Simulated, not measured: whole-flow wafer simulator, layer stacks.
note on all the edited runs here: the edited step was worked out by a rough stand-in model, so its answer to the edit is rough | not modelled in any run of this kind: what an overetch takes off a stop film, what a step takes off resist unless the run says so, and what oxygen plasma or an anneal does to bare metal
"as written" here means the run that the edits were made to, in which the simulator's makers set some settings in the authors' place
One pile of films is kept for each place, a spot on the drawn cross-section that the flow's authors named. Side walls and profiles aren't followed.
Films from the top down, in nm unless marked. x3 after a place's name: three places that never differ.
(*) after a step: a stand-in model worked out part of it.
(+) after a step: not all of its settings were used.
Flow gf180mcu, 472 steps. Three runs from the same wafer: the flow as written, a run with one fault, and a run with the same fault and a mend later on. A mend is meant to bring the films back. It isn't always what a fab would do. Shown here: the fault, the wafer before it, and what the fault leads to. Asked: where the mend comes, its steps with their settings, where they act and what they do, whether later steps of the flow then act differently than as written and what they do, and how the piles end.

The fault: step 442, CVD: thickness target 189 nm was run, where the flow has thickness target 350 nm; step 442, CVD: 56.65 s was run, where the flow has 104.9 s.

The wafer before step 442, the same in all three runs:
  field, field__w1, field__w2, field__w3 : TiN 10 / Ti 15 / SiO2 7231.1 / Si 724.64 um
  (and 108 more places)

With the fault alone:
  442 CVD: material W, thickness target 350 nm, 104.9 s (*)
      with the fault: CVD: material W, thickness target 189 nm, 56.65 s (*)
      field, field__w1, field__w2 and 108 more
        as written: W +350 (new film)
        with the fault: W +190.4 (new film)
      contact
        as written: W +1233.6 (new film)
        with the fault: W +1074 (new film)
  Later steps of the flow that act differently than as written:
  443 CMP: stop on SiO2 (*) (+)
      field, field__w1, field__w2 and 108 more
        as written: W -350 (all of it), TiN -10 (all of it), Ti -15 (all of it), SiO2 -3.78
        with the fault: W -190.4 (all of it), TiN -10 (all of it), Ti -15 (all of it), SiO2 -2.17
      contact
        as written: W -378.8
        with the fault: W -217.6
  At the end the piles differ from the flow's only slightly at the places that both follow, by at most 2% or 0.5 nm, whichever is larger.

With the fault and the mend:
  The mend comes after step 442.
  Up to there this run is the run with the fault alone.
  442a CVD: material W, thickness target 161 nm, 48.25 s (the flow's step 442 once more, with other settings)
      field, field__w1, field__w2 and 109 more
        W +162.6
  No later step of the flow acts differently than as written, at any place that is followed, by more than 2% or 0.5 nm, whichever is larger.
  At the end the piles differ from the flow's only slightly at the places that both follow, by at most 2% or 0.5 nm, whichever is larger.
